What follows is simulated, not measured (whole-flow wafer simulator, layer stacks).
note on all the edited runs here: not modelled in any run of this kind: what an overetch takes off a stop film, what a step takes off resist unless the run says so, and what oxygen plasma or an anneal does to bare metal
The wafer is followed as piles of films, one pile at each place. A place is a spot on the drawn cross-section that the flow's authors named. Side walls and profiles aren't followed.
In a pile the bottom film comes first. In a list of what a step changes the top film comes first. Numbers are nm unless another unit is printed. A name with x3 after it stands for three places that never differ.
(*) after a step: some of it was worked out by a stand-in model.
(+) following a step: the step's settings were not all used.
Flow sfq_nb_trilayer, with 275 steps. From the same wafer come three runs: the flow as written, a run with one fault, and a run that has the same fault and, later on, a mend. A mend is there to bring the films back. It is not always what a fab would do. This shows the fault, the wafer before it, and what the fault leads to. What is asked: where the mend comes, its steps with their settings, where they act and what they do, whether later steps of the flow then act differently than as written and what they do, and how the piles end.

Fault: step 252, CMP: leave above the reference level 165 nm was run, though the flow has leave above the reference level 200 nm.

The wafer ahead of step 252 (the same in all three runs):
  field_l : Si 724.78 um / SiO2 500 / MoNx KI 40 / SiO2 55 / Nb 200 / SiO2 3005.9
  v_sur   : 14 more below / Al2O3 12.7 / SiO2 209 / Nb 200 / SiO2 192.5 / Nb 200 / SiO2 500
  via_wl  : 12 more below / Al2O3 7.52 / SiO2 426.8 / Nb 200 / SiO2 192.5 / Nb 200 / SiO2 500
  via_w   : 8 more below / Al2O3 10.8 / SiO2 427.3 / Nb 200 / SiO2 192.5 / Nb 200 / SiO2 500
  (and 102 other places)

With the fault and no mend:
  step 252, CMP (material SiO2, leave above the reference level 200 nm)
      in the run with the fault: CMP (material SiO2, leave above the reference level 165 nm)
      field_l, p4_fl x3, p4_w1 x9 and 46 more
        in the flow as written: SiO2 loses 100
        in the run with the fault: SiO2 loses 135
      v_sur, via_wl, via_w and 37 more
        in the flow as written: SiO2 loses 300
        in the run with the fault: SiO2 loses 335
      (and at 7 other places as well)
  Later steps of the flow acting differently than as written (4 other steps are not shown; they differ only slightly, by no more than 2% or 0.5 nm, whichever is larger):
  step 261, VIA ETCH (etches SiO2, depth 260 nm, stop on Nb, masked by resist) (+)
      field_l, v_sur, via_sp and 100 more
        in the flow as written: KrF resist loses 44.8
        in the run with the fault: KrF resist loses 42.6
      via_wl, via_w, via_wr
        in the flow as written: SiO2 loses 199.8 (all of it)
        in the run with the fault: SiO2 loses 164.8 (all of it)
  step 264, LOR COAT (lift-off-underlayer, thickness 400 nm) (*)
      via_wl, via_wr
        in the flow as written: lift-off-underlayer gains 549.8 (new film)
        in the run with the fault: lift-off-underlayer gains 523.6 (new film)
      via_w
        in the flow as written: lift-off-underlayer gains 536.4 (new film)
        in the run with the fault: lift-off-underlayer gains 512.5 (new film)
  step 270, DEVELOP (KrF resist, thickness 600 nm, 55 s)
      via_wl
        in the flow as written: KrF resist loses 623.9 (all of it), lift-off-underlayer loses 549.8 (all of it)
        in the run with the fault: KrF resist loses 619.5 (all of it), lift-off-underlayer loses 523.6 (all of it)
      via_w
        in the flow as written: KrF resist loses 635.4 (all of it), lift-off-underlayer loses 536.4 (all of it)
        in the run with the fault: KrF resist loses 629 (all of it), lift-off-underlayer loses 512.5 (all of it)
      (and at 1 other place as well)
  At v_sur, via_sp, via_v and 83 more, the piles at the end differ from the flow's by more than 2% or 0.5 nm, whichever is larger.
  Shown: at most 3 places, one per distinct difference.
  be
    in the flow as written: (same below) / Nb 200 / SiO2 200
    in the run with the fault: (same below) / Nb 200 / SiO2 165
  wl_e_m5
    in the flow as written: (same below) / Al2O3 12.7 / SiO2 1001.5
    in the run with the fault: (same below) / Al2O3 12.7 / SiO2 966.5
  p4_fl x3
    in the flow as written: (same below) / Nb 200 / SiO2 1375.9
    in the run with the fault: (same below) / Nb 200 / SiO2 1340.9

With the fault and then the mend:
  The mend follows step 253.
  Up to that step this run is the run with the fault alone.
  step 253a, PECVD (material SiO2, thickness 35 nm, 150 C, 7.778 s, RF power 183.3 W, pressure 2.4 Torr, precursor SiH4/N2O) (the flow's step 251 again, with other settings)
      field_l, v_sur, via_wl and 103 more
        SiO2 gains 35
  Later steps of the flow that are run all act as written at every place that is followed.
  The piles end the same as the flow's at every place that both follow.
